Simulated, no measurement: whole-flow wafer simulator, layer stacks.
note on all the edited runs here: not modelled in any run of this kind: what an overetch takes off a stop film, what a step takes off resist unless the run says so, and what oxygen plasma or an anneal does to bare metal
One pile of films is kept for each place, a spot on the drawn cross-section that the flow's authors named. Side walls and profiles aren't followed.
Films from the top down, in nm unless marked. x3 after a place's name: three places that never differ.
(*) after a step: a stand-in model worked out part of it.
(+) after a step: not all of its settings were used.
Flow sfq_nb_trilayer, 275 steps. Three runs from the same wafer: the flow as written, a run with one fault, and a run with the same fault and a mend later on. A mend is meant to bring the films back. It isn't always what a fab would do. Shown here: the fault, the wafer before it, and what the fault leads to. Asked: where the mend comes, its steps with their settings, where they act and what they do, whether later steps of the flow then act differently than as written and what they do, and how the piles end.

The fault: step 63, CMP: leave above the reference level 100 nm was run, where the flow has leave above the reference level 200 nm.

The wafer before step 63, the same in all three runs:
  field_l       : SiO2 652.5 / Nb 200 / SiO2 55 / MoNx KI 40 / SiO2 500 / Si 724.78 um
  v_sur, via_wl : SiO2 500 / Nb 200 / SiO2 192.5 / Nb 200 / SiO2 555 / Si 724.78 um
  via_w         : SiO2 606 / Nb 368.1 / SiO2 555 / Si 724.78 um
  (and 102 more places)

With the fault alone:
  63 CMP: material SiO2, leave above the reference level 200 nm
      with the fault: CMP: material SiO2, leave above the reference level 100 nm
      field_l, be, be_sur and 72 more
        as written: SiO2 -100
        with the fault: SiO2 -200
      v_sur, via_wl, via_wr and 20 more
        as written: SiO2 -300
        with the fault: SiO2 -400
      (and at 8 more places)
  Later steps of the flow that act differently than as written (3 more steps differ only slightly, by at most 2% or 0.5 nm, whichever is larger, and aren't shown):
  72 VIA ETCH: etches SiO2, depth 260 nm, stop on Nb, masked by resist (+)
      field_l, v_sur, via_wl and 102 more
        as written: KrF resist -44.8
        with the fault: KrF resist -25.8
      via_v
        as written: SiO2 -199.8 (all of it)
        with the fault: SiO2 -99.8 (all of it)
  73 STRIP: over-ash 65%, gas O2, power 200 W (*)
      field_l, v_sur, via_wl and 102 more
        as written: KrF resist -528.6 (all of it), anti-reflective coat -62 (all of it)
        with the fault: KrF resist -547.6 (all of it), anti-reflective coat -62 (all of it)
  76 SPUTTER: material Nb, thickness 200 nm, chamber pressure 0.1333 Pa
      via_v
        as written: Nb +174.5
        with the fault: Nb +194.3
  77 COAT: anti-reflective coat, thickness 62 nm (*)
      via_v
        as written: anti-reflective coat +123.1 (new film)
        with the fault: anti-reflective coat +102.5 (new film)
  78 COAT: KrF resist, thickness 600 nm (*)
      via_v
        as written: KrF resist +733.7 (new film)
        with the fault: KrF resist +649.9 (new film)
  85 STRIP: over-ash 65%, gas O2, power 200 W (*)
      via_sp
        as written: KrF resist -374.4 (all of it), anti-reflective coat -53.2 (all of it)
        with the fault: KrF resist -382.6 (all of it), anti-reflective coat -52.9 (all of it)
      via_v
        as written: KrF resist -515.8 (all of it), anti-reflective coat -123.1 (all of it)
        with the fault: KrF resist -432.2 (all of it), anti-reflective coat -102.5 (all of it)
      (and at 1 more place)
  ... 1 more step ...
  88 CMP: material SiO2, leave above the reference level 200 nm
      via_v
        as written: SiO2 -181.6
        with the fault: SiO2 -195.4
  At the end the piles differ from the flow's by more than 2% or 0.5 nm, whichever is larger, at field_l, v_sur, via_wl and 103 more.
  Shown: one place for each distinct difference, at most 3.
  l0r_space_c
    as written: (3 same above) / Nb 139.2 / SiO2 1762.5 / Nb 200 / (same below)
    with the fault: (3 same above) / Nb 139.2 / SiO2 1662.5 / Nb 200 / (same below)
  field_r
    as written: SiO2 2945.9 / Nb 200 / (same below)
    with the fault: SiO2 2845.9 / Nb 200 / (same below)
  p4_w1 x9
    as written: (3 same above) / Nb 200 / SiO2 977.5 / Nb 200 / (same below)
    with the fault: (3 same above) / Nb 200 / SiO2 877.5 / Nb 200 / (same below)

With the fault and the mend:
  The mend comes after step 64.
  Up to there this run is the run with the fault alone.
  64a PECVD: material SiO2, thickness 100 nm, 150 C, 22.22 s, RF power 183.3 W, pressure 2.4 Torr, precursor SiH4/N2O (the flow's step 62 once more, with other settings)
      field_l, v_sur, via_wl and 103 more
        SiO2 +100
  No later step of the flow acts differently than as written at any place that is followed.
  At the end the piles are the same as the flow's at every place that both follow.
